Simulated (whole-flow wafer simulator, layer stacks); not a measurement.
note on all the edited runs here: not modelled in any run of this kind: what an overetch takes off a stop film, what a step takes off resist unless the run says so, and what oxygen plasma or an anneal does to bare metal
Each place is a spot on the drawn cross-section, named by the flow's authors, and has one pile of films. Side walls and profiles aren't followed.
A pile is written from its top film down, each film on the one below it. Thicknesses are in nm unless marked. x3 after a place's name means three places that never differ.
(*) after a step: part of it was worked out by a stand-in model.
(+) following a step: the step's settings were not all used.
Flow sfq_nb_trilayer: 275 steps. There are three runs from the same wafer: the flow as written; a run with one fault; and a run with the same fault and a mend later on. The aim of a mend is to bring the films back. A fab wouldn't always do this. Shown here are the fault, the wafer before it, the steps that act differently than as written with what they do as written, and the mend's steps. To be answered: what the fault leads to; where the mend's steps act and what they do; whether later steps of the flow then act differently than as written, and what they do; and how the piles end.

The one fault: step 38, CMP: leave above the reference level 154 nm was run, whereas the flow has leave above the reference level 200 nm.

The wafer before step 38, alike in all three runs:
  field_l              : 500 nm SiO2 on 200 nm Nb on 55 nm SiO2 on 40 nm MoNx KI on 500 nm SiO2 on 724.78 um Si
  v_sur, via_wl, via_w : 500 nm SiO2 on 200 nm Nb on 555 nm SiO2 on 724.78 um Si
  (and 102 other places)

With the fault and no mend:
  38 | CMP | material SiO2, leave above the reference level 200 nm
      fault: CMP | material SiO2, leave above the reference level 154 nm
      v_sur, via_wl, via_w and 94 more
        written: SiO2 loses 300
        fault: SiO2 loses 346
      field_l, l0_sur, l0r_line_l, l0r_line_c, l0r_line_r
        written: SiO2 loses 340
        fault: SiO2 loses 386
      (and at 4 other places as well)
  Steps later in the flow that act otherwise than as written (4 more steps, not shown, differ only slightly: by at most 2% or 0.5 nm, whichever is larger):
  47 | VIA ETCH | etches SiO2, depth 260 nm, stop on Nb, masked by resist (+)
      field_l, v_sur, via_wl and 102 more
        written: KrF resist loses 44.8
        fault: KrF resist loses 39.8
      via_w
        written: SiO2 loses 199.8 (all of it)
        fault: SiO2 loses 153.8 (all of it)
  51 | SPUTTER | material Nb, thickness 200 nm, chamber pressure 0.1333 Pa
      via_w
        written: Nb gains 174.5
        fault: Nb gains 183.9
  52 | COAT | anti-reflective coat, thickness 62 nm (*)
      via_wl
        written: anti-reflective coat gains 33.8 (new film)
        fault: anti-reflective coat gains 35.6 (new film)
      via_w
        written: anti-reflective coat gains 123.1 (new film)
        fault: anti-reflective coat gains 112 (new film)
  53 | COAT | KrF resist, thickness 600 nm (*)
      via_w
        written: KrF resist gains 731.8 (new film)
        fault: KrF resist gains 694.6 (new film)
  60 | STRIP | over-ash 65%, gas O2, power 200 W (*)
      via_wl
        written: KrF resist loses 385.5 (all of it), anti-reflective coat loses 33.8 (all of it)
        fault: KrF resist loses 389.2 (all of it), anti-reflective coat loses 35.6 (all of it)
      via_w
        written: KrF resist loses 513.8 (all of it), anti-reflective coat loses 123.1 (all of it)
        fault: KrF resist loses 476.7 (all of it), anti-reflective coat loses 112 (all of it)
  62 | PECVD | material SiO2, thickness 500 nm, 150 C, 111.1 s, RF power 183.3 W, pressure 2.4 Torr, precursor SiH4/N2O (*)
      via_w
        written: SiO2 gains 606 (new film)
        fault: SiO2 gains 526.1 (new film)
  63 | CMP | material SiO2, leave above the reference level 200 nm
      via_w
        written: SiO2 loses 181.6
        fault: SiO2 loses 157.1
  The piles end different from the flow's at v_sur, via_wl, via_w and 79 more by more than 2% or 0.5 nm, whichever is larger.
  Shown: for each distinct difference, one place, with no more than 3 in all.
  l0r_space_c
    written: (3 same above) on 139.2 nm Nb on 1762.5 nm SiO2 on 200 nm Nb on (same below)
    fault: (3 same above) on 139.2 nm Nb on 1716.5 nm SiO2 on 200 nm Nb on (same below)
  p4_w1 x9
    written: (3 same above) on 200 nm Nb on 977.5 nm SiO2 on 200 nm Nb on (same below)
    fault: (3 same above) on 200 nm Nb on 931.5 nm SiO2 on 200 nm Nb on (same below)
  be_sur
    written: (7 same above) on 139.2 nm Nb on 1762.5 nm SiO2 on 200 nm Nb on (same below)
    fault: (7 same above) on 139.2 nm Nb on 1716.5 nm SiO2 on 200 nm Nb on (same below)

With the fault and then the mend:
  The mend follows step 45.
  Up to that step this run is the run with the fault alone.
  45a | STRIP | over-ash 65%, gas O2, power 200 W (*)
      field_l, v_sur, via_wl and 102 more
        KrF resist loses 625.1 (all of it), anti-reflective coat loses 62 (all of it)
      via_w
        anti-reflective coat loses 62 (all of it)
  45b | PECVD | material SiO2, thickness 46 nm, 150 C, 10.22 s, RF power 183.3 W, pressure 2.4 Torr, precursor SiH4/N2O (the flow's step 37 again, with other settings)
      field_l, v_sur, via_wl and 103 more
        SiO2 gains 46
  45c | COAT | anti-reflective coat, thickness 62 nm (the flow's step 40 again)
      field_l, v_sur, via_wl and 103 more
        anti-reflective coat gains 62 (new film)
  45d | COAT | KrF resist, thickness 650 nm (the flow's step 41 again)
      field_l, v_sur, via_wl and 103 more
        KrF resist gains 650 (new film)
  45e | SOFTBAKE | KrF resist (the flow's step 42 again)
      leaves every film unchanged at each place that is followed
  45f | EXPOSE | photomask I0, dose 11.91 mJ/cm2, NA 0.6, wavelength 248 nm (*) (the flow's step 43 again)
      leaves every film unchanged at each place that is followed
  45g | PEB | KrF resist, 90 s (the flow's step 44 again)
      field_l, v_sur, via_wl and 103 more
        KrF resist loses 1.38
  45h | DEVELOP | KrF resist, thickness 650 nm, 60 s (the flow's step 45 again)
      field_l, v_sur, via_wl and 102 more
        KrF resist loses 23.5
      via_w
        KrF resist loses 648.6 (all of it)
  Later steps of the flow that are run all act as written at every place that is followed.
  At every place that both follow, the piles at the end match the flow's.
